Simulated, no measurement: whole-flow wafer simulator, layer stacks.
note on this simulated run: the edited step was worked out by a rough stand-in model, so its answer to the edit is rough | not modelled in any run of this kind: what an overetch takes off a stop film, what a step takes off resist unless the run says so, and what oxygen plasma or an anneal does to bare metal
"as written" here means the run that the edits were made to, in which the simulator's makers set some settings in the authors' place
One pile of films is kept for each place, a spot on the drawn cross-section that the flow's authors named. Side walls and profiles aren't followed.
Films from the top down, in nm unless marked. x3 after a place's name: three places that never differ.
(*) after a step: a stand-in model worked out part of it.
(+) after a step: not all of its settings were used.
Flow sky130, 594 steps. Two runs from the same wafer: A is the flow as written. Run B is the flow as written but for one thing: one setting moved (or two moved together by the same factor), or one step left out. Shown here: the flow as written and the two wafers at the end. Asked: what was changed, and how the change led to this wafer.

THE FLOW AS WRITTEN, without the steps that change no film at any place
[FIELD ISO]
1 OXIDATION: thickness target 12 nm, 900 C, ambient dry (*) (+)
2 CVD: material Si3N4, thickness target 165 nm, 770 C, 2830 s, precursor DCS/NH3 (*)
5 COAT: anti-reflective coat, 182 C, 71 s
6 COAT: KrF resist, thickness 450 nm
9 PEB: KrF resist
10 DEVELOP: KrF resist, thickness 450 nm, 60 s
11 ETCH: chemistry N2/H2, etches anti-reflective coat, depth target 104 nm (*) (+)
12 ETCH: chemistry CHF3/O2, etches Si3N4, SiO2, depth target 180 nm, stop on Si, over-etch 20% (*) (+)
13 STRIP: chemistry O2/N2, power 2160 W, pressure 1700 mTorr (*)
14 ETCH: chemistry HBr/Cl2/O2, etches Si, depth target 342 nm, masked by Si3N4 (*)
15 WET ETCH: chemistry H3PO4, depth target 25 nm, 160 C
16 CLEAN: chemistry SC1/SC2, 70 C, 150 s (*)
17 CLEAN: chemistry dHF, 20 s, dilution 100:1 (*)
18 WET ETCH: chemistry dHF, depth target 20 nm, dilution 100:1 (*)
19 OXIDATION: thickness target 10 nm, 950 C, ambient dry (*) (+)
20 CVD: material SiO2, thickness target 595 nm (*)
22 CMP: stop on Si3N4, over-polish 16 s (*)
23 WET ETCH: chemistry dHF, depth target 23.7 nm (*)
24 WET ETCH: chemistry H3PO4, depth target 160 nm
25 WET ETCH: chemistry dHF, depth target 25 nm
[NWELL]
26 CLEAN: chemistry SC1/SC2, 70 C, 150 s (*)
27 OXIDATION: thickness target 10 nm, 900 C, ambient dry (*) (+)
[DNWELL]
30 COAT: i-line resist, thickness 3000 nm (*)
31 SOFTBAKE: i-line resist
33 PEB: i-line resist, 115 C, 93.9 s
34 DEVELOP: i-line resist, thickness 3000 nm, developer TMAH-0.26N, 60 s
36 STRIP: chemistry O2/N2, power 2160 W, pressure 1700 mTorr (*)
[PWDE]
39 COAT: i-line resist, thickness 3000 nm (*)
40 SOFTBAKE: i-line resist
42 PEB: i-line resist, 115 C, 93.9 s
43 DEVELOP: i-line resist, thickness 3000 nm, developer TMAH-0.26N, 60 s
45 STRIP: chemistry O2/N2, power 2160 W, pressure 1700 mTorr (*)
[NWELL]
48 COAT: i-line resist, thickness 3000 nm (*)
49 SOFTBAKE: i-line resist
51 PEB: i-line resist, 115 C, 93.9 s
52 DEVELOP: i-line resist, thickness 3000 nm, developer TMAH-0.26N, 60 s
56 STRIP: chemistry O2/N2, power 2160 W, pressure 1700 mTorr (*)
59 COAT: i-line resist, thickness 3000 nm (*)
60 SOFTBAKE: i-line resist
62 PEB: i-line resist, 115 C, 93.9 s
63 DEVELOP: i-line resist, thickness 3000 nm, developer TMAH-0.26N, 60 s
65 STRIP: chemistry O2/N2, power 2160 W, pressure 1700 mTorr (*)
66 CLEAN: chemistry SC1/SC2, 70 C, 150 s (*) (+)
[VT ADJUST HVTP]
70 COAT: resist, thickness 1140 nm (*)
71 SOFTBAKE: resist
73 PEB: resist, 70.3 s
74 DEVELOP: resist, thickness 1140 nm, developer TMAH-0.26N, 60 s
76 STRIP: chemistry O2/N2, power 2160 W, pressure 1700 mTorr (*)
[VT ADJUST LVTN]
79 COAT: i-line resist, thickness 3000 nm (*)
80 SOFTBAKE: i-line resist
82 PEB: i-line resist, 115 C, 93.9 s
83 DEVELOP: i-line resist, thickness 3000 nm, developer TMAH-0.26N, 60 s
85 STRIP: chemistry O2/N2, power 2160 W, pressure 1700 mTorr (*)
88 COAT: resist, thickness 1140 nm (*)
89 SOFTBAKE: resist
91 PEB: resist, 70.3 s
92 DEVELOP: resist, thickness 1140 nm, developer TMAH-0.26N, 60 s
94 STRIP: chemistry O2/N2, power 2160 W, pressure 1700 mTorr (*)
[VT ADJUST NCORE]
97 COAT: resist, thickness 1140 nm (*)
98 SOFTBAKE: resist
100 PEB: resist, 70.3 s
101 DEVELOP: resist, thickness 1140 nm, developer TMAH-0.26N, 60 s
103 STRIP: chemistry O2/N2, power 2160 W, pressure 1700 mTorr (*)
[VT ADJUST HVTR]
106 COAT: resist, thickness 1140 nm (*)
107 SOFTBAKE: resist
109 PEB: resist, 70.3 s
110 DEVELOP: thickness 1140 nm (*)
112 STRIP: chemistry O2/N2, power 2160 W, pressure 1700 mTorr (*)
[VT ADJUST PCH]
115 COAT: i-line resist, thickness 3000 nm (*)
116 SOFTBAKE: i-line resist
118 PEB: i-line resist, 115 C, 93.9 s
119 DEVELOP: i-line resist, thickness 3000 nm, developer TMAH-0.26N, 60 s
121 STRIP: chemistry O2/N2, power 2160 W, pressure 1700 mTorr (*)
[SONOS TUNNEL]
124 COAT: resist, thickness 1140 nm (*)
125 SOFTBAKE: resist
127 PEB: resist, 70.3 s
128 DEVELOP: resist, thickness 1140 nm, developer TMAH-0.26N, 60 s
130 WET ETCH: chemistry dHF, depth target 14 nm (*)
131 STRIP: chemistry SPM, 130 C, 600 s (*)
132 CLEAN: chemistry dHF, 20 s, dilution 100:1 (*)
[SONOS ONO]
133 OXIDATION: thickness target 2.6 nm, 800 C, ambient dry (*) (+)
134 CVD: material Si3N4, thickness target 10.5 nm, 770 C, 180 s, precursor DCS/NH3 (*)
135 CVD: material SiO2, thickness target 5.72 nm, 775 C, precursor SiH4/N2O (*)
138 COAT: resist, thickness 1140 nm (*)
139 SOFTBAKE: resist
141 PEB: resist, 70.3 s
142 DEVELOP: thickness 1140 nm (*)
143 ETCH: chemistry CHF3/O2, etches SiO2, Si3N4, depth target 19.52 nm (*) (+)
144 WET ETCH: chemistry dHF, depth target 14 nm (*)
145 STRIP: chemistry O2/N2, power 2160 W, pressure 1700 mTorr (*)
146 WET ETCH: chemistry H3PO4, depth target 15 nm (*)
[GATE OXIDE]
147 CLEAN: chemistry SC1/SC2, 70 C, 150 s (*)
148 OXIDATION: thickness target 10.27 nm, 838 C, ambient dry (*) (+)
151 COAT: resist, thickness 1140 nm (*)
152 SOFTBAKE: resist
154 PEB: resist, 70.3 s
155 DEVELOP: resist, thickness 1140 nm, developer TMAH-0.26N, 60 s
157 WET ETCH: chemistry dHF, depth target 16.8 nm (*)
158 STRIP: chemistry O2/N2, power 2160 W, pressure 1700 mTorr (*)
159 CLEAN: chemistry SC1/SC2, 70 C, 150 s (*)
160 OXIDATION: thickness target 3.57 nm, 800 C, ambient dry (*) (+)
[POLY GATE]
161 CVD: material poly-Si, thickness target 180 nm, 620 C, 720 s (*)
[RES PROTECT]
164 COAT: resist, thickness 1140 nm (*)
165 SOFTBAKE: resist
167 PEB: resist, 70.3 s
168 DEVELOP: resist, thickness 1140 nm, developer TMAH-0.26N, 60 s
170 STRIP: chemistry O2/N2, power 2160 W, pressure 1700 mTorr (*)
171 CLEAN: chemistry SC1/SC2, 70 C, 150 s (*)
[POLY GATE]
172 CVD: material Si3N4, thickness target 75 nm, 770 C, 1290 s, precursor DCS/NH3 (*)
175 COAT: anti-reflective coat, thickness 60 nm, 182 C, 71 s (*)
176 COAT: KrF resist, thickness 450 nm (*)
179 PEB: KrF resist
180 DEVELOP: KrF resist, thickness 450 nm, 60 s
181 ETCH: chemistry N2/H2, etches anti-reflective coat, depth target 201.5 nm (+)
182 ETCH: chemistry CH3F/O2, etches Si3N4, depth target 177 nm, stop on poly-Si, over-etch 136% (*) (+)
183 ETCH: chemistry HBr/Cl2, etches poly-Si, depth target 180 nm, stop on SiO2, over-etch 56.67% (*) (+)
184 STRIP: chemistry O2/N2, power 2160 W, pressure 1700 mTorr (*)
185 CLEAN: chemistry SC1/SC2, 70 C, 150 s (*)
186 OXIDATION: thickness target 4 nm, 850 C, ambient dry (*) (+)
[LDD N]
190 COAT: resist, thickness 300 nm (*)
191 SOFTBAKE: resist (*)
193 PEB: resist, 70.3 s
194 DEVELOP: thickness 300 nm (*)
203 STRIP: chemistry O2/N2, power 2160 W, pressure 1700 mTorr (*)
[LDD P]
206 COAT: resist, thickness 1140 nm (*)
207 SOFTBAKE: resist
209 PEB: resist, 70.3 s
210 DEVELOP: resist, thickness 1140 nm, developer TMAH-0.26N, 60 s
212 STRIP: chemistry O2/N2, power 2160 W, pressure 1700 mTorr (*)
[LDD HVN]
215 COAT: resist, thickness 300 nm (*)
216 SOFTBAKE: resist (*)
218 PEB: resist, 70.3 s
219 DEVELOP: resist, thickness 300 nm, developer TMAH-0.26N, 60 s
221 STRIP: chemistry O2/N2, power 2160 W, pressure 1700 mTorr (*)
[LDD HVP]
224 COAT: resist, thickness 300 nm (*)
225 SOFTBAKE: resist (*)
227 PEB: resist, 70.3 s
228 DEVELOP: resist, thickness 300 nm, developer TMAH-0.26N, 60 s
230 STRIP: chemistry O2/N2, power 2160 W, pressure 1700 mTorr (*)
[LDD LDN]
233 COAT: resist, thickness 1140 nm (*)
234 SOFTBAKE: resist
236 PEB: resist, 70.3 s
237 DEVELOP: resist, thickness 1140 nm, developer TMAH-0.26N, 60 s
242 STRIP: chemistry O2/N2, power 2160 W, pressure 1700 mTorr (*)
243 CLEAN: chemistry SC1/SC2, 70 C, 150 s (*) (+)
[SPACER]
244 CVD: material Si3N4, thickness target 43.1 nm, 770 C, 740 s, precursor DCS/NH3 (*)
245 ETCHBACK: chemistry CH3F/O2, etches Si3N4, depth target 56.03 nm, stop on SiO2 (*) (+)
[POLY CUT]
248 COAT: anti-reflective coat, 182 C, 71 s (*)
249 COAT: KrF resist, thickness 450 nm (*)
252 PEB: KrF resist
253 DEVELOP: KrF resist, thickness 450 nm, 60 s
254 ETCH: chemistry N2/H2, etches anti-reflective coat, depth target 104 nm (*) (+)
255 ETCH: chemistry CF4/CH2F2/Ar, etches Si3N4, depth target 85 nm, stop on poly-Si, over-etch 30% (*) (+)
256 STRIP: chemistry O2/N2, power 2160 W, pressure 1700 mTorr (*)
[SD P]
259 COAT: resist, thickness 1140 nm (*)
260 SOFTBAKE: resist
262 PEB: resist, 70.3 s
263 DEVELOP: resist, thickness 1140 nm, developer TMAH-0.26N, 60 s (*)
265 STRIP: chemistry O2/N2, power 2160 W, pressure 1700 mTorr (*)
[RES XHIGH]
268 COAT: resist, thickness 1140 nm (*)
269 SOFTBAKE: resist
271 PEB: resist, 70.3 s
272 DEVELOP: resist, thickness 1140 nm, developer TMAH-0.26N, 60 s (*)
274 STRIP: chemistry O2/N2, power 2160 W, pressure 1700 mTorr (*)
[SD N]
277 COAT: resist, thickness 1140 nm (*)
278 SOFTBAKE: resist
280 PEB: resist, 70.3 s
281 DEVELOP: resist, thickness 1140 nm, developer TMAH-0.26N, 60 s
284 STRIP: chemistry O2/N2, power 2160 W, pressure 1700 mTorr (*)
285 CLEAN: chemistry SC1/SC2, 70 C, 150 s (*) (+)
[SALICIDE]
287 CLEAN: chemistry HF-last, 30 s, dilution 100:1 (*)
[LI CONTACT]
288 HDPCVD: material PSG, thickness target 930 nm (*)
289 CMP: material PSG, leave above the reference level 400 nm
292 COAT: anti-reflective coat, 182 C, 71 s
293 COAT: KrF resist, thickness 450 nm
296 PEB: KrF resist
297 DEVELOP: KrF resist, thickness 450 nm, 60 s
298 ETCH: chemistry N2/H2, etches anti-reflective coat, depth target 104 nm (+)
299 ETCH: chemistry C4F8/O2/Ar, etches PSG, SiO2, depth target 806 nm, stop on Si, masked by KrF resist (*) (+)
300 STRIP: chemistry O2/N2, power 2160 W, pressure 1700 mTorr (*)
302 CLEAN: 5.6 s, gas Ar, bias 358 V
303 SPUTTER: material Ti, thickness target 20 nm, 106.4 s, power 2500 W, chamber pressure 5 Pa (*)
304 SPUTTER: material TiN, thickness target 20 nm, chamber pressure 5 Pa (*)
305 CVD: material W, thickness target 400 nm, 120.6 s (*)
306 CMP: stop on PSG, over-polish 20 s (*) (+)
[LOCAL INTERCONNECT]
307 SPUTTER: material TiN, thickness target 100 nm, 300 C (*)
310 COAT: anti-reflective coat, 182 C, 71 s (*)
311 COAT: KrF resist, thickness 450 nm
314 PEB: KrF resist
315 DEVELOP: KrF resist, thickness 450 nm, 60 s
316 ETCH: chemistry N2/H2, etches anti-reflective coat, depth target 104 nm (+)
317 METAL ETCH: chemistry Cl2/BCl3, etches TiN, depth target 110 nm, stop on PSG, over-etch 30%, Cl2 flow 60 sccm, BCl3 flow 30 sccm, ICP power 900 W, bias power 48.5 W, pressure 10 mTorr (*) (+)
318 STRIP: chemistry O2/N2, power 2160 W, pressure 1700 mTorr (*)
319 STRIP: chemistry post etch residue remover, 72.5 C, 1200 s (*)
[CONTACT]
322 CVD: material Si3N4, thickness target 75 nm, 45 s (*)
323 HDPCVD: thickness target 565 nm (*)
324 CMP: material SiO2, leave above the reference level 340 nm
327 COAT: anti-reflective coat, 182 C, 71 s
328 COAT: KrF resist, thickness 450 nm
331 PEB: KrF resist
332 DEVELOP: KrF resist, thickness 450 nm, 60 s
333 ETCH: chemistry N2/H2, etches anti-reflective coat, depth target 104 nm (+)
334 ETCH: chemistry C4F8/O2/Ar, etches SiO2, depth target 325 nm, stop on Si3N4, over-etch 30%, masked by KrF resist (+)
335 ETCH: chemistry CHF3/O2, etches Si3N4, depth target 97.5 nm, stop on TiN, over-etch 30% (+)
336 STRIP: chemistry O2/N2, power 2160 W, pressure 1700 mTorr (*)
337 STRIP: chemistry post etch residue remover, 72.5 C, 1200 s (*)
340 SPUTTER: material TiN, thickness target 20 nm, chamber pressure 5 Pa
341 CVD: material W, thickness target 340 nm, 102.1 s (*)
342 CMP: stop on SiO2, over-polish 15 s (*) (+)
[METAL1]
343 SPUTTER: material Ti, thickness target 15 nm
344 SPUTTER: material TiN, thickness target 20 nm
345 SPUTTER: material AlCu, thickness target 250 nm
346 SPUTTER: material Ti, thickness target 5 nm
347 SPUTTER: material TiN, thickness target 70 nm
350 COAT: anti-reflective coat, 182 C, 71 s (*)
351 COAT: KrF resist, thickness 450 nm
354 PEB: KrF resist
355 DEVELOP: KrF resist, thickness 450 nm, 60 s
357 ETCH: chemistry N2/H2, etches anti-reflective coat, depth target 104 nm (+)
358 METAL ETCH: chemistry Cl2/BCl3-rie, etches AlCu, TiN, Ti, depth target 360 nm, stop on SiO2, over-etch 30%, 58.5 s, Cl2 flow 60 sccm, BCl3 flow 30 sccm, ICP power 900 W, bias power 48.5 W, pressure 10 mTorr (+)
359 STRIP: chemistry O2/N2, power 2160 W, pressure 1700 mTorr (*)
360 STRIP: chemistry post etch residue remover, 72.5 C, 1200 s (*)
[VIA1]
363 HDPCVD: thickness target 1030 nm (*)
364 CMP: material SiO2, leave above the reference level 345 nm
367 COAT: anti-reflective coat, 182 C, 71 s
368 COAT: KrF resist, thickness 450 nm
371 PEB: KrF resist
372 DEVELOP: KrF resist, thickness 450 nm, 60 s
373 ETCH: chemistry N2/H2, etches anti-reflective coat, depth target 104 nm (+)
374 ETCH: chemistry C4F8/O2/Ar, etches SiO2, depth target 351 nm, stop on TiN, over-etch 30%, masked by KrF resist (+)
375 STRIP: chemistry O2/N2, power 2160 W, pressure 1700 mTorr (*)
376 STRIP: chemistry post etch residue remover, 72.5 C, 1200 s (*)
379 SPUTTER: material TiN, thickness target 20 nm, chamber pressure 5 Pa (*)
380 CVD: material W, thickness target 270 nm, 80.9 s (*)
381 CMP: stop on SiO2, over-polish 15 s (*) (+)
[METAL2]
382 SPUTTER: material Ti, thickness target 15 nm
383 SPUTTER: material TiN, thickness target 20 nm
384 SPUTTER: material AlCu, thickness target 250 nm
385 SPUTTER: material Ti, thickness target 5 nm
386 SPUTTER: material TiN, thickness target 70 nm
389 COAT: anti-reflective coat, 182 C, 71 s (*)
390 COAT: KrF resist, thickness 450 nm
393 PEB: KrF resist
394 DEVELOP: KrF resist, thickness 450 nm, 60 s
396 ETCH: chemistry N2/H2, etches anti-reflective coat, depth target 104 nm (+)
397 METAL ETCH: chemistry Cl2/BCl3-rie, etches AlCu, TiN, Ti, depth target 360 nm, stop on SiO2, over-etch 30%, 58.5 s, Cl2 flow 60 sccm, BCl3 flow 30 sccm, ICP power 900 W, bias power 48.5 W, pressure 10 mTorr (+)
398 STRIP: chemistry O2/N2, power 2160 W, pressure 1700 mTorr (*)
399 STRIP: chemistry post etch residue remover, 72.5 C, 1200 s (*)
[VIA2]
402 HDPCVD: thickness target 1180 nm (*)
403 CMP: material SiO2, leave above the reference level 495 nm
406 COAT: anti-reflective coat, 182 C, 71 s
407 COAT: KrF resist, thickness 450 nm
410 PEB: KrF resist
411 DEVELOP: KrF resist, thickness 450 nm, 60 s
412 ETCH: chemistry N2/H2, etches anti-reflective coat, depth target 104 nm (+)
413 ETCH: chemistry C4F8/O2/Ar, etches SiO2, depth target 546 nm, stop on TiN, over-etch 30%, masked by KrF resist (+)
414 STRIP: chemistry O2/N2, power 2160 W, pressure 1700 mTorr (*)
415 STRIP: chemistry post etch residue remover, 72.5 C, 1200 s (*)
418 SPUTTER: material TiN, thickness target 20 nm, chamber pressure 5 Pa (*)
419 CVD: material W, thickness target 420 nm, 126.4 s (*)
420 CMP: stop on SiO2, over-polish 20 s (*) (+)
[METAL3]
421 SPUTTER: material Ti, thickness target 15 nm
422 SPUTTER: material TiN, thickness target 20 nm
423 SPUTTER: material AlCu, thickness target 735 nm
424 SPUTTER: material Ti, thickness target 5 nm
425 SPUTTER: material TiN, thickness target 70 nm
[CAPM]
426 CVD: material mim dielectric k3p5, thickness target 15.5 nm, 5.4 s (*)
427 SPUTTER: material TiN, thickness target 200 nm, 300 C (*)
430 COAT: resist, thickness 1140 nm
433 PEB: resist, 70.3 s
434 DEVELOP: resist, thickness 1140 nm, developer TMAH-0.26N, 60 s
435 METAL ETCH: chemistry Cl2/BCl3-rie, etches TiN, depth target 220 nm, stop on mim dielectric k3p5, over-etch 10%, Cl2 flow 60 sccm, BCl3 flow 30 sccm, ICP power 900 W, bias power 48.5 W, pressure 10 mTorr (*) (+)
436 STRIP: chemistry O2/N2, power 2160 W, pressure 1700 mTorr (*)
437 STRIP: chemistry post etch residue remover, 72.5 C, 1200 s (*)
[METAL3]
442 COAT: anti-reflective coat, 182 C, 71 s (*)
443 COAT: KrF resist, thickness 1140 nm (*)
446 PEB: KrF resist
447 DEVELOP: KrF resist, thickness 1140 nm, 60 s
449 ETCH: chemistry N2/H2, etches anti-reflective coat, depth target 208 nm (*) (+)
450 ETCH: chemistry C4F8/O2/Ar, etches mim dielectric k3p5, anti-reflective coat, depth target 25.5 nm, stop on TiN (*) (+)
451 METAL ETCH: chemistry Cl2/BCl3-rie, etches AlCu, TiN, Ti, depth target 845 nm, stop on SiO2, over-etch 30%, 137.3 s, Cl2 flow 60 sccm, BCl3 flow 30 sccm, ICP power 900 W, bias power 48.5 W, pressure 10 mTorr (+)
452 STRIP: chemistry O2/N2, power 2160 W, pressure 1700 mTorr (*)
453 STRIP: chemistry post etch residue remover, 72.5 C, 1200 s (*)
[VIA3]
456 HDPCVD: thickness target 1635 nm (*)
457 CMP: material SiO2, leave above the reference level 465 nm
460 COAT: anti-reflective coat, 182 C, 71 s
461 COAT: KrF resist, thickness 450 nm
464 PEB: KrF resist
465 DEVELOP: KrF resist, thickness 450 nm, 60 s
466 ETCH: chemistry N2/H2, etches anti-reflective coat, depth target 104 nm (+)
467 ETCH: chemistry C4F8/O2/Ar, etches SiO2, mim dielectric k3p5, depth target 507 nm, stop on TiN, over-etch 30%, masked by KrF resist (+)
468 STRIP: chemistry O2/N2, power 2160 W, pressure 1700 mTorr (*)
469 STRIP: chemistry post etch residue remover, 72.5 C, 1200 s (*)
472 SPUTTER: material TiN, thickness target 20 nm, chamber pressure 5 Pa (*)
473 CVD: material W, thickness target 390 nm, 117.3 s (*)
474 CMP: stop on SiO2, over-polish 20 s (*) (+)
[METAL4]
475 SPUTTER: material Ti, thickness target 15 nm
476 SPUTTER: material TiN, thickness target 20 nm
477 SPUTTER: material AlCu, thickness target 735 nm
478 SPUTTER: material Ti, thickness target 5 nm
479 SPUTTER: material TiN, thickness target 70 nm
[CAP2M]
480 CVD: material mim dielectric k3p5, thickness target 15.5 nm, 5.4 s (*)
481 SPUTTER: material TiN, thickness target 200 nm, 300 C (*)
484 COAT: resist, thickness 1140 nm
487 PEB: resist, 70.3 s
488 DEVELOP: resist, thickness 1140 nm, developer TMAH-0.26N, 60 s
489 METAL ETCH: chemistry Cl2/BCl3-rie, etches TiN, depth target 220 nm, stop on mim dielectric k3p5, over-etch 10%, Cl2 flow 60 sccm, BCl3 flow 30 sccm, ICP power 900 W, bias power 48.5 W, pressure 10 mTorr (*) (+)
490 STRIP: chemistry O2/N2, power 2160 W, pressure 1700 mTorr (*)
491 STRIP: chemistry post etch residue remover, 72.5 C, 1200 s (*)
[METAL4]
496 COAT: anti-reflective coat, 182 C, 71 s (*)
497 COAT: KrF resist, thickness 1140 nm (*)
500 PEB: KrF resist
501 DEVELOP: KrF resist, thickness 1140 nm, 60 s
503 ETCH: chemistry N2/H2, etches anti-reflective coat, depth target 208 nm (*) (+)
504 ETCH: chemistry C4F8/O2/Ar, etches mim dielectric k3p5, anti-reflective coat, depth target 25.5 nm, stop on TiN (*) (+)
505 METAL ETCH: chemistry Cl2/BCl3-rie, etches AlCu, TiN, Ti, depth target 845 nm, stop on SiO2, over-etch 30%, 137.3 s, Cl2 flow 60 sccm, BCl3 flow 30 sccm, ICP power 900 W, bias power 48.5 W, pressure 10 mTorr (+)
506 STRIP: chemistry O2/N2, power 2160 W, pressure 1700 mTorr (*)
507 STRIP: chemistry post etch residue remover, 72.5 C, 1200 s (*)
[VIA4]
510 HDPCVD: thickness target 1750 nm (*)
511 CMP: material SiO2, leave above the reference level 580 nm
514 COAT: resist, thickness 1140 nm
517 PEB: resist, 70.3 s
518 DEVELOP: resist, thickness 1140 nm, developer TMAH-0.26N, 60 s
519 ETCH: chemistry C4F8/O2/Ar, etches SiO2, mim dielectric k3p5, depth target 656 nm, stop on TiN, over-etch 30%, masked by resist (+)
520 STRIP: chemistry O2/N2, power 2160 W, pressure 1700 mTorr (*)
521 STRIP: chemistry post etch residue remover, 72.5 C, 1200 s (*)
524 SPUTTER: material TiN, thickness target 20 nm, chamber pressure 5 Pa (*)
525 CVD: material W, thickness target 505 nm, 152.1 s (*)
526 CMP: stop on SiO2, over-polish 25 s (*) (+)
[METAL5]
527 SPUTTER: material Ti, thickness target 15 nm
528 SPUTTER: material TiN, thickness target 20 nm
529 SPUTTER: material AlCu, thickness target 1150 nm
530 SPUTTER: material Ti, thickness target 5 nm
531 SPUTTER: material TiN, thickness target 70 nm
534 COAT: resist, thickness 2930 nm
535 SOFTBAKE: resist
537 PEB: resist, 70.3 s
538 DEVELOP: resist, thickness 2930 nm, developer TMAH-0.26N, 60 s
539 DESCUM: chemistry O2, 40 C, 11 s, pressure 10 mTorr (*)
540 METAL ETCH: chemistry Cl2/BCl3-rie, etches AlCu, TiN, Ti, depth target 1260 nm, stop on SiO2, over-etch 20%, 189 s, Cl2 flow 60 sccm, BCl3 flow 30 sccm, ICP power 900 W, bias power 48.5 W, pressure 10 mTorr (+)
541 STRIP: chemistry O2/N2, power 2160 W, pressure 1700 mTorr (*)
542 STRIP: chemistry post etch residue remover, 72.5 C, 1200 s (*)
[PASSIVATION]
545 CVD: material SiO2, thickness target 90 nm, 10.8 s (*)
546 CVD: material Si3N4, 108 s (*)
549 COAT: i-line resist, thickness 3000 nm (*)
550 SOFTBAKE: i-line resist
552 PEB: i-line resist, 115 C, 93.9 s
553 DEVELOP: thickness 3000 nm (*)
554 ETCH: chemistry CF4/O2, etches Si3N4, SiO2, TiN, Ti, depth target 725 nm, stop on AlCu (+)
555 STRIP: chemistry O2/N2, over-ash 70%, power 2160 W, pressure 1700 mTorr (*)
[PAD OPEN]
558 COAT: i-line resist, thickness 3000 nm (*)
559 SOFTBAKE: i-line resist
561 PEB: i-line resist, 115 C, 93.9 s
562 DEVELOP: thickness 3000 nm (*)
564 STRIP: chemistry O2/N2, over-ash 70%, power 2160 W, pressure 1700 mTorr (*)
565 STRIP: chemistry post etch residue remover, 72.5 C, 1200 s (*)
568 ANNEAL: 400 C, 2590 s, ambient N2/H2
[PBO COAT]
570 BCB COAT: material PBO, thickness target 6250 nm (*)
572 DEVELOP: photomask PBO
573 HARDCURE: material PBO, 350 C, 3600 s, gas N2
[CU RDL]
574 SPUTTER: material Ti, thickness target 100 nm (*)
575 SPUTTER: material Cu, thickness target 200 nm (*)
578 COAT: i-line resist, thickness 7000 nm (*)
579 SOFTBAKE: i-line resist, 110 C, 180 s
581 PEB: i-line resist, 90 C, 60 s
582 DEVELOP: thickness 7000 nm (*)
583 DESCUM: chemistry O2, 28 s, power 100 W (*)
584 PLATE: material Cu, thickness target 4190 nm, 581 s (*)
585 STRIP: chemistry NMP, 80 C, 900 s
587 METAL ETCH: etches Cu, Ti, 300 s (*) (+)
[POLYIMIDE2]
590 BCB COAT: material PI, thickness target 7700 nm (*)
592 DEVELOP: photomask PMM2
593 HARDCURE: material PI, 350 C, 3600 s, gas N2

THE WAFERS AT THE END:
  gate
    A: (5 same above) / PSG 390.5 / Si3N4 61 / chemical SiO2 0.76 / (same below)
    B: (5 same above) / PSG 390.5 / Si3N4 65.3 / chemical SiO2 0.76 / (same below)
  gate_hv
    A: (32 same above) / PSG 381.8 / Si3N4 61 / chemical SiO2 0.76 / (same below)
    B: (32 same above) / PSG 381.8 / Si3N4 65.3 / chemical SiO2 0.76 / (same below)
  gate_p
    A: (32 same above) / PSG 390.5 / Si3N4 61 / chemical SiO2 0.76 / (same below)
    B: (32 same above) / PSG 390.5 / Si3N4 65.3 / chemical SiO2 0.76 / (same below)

The cause: step 244, CVD: thickness target 47.4 nm was run, where the flow has thickness target 43.1 nm; step 244, CVD: 814 s was run, where the flow has 740 s.

How the change led to this, step by step:
  244 CVD: material Si3N4, thickness target 43.1 nm, 770 C, 740 s, precursor DCS/NH3 (*)
      field, active, p_well and 101 more: A Si3N4 +43.1 (new film) | B Si3N4 +47.4 (new film)
      n_well, gate, gate_hv and 74 more: A Si3N4 +43.1 | B Si3N4 +47.4
  245 ETCHBACK: chemistry CH3F/O2, etches Si3N4, depth target 56.03 nm, stop on SiO2 (*) (+)
      field, active, p_well and 101 more: A Si3N4 -43.1 (all of it), SiO2 -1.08 | B Si3N4 -47.4 (all of it), SiO2 -0.72
  248 COAT: anti-reflective coat, 182 C, 71 s (*)
      gate_hv: A anti-reflective coat +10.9 (new film) | B anti-reflective coat +10.3 (new film)
      m1: A anti-reflective coat +16.3 (new film) | B anti-reflective coat +15.4 (new film)
      (and at 27 more places)
  254 ETCH: chemistry N2/H2, etches anti-reflective coat, depth target 104 nm (*) (+)
      rxpo_ln: A anti-reflective coat -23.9 (all of it), Si3N4 -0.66 | B anti-reflective coat -25.2 (all of it), Si3N4 -0.64
  255 ETCH: chemistry CF4/CH2F2/Ar, etches Si3N4, depth target 85 nm, stop on poly-Si, over-etch 30% (*) (+)
      field, active, n_well and 180 more: A KrF resist -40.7 | B KrF resist -42.5
      rpo_wd, rxpo_wd: A Si3N4 -61.6 (all of it), chemical SiO2 -0.75 (all of it) | B Si3N4 -65.9 (all of it), chemical SiO2 -0.75 (all of it)
      (and at 5 more places)
  256 STRIP: chemistry O2/N2, power 2160 W, pressure 1700 mTorr (*)
      gate_hv: A KrF resist -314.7 (all of it), anti-reflective coat -10.9 (all of it) | B KrF resist -312 (all of it), anti-reflective coat -10.3 (all of it)
      m1: A KrF resist -287.2 (all of it), anti-reflective coat -16.3 (all of it) | B KrF resist -284.5 (all of it), anti-reflective coat -15.4 (all of it)
      (and at 27 more places)
  260 SOFTBAKE: resist
      field_nw: A resist +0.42 | B resist +1.59
  269 SOFTBAKE: resist
      field_nw: A resist +0.42 | B resist +1.59
  278 SOFTBAKE: resist
      field_nw: A resist +0.42 | B resist +1.59
  306 CMP: stop on PSG, over-polish 20 s (*) (+)
      poly_licon: A W -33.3 | B W -29
